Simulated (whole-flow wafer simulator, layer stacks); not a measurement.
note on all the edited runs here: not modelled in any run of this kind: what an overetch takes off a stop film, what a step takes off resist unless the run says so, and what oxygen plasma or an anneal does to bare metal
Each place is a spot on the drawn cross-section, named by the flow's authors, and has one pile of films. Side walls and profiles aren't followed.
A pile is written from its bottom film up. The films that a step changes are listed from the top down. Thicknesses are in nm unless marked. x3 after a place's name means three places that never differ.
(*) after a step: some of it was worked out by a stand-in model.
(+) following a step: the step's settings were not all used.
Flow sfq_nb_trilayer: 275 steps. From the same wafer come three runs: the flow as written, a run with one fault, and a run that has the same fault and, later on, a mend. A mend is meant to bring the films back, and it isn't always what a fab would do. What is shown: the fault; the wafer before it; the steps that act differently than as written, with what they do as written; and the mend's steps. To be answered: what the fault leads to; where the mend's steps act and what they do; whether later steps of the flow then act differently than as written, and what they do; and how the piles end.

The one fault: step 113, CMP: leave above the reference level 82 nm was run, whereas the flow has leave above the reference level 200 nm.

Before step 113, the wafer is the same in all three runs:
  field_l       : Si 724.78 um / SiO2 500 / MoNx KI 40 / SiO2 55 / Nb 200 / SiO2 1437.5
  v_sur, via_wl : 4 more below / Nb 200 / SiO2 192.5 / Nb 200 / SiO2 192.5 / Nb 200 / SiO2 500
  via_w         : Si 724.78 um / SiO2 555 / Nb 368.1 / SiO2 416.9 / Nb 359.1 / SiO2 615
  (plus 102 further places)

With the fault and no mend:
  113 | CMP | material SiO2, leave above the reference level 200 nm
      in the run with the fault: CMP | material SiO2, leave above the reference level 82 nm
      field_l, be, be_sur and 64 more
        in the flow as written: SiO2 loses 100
        in the run with the fault: SiO2 loses 218
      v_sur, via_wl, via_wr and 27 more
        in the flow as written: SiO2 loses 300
        in the run with the fault: SiO2 loses 418
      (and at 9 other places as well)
  Later steps of the flow acting differently than as written (3 other steps are not shown; they differ only slightly, by no more than 2% or 0.5 nm, whichever is larger):
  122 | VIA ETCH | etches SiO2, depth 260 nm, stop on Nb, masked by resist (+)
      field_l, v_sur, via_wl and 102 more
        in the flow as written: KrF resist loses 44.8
        in the run with the fault: KrF resist loses 21.2
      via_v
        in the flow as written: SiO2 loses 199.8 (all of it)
        in the run with the fault: SiO2 loses 81.8 (all of it)
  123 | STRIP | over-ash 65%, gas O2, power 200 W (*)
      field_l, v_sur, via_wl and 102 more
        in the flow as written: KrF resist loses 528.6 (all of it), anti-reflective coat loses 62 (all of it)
        in the run with the fault: KrF resist loses 552.3 (all of it), anti-reflective coat loses 62 (all of it)
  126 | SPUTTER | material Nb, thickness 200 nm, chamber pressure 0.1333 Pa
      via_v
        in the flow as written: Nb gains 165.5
        in the run with the fault: Nb gains 191.6
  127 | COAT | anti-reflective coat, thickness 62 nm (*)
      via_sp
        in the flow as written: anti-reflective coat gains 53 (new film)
        in the run with the fault: anti-reflective coat gains 54.2 (new film)
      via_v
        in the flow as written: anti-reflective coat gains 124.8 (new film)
        in the run with the fault: anti-reflective coat gains 96.6 (new film)
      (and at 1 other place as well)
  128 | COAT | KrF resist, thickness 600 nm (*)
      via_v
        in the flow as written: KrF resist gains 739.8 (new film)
        in the run with the fault: KrF resist gains 642.6 (new film)
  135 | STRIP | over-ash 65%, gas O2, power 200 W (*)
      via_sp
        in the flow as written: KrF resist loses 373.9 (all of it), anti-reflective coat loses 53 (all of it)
        in the run with the fault: KrF resist loses 382.6 (all of it), anti-reflective coat loses 54.2 (all of it)
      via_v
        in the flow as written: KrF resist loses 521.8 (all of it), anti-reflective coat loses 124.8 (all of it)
        in the run with the fault: KrF resist loses 424.9 (all of it), anti-reflective coat loses 96.6 (all of it)
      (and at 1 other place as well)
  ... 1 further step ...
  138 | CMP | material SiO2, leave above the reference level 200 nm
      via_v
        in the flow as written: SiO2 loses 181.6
        in the run with the fault: SiO2 loses 210.7
  By the end, the piles at field_l, v_sur, via_wl and 103 more depart from the flow's by more than 2% or 0.5 nm, whichever is larger.
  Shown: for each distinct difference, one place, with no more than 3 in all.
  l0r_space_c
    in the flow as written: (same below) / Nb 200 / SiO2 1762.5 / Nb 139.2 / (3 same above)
    in the run with the fault: (same below) / Nb 200 / SiO2 1644.5 / Nb 139.2 / (3 same above)
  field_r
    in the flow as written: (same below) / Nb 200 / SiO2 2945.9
    in the run with the fault: (same below) / Nb 200 / SiO2 2827.9
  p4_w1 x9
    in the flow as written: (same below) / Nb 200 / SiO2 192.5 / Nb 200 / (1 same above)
    in the run with the fault: (same below) / Nb 200 / SiO2 74.5 / Nb 200 / (1 same above)

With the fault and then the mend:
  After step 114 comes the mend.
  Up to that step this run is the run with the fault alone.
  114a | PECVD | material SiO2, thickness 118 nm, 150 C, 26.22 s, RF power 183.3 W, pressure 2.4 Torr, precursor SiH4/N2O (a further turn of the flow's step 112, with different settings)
      field_l, v_sur, via_wl and 103 more
        SiO2 gains 118
  Later steps of the flow that are run all act as written at every place that is followed.
  The piles end the same as the flow's at every place that both follow.
